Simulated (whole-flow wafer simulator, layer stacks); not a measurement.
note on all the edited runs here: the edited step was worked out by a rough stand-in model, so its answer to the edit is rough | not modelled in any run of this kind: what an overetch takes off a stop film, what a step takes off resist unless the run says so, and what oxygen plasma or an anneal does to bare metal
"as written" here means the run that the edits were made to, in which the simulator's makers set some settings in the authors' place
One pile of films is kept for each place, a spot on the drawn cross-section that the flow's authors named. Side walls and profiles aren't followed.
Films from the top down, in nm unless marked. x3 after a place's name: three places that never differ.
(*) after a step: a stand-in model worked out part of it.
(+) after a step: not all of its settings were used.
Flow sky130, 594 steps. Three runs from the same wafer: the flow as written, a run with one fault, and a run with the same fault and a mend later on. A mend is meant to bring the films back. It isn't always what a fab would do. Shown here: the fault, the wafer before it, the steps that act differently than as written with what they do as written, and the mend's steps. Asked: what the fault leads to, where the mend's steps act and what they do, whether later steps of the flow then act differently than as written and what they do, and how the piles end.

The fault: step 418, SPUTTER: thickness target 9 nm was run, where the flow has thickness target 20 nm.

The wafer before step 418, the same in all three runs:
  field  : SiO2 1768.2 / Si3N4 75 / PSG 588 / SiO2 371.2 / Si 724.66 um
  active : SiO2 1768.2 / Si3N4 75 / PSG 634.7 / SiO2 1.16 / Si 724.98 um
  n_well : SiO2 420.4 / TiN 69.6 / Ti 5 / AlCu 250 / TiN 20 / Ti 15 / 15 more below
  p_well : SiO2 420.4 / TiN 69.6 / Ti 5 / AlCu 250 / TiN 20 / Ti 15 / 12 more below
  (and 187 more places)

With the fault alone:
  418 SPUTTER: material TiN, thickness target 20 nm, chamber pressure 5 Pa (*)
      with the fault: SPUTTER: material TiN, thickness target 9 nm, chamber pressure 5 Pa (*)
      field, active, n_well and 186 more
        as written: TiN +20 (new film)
        with the fault: TiN +9 (new film)
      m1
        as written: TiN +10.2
        with the fault: TiN +4.6
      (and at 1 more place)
  Later steps of the flow that act differently than as written (1 more step differs only slightly, by at most 2% or 0.5 nm, whichever is larger, and isn't shown):
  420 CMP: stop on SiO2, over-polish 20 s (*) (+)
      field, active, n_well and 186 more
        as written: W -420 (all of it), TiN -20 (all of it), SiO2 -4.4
        with the fault: W -420 (all of it), TiN -9 (all of it), SiO2 -4.4
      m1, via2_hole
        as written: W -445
        with the fault: W -434
  At the end the piles differ from the flow's by more than 2% or 0.5 nm, whichever is larger, at m1, via2_hole.
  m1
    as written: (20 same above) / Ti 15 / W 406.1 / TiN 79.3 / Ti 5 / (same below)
    with the fault: (20 same above) / Ti 15 / W 411.7 / TiN 73.8 / Ti 5 / (same below)
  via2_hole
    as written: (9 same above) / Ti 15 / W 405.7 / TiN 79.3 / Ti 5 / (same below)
    with the fault: (9 same above) / Ti 15 / W 411.2 / TiN 73.8 / Ti 5 / (same below)

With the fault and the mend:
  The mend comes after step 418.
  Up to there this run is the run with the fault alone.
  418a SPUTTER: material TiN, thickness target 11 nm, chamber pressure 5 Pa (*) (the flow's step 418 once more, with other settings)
      field, active, n_well and 186 more
        TiN +11
      m1
        TiN +5.57
      via2_hole
        TiN +5.54
  No later step of the flow acts differently than as written at any place that is followed.
  At the end the piles are the same as the flow's at every place that both follow.
